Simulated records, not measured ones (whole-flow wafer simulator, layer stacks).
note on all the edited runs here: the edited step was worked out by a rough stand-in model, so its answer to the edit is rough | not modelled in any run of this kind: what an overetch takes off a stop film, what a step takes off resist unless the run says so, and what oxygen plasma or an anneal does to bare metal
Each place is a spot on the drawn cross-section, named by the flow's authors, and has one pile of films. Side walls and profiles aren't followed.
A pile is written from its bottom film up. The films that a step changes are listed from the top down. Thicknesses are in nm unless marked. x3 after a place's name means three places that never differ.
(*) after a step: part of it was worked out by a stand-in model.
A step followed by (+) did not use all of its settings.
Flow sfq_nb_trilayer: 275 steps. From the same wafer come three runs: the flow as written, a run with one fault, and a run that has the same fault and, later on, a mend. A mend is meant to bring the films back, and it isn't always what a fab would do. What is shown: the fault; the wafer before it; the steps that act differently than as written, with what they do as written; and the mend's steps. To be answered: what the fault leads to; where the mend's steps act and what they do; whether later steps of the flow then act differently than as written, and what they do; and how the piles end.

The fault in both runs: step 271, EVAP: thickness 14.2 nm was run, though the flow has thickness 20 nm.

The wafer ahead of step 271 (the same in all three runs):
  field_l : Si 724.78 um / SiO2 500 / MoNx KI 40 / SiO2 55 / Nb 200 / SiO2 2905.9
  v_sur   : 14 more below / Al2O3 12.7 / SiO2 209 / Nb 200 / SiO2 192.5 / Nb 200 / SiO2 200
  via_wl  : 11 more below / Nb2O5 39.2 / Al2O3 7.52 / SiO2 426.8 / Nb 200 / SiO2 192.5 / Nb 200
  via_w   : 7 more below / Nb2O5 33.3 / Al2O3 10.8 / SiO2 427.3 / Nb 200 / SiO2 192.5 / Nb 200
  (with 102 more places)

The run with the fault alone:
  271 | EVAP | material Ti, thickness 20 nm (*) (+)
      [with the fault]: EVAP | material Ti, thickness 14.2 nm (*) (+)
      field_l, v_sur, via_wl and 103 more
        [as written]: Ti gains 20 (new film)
        [with the fault]: Ti gains 14.2 (new film)
  Steps later in the flow that act otherwise than as written:
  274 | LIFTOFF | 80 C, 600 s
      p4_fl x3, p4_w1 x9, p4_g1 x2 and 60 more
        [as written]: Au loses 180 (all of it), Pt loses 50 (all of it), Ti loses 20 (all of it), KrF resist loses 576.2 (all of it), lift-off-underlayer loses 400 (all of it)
        [with the fault]: Au loses 180 (all of it), Pt loses 50 (all of it), Ti loses 14.2 (all of it), KrF resist loses 576.2 (all of it), lift-off-underlayer loses 400 (all of it)
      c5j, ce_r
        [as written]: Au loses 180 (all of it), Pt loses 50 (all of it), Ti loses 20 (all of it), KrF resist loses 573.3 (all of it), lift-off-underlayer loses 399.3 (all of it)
        [with the fault]: Au loses 180 (all of it), Pt loses 50 (all of it), Ti loses 14.2 (all of it), KrF resist loses 573.3 (all of it), lift-off-underlayer loses 399.3 (all of it)
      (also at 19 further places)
  By the end, the piles at field_l, v_sur, via_wl and 8 more depart from the flow's by more than 2% or 0.5 nm, whichever is larger.
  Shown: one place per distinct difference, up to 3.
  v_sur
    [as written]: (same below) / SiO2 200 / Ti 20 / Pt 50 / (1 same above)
    [with the fault]: (same below) / SiO2 200 / Ti 14.2 / Pt 50 / (1 same above)
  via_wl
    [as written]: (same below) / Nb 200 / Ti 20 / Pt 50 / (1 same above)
    [with the fault]: (same below) / Nb 200 / Ti 14.2 / Pt 50 / (1 same above)
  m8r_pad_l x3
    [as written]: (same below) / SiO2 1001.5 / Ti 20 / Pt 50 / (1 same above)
    [with the fault]: (same below) / SiO2 1001.5 / Ti 14.2 / Pt 50 / (1 same above)

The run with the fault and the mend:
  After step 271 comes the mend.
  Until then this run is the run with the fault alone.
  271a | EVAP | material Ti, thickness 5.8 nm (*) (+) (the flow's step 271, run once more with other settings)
      field_l, v_sur, via_wl and 103 more
        Ti gains 5.8
  Later steps of the flow that are run all act as written at every place that is followed.
  At every place that both follow, the piles at the end match the flow's.
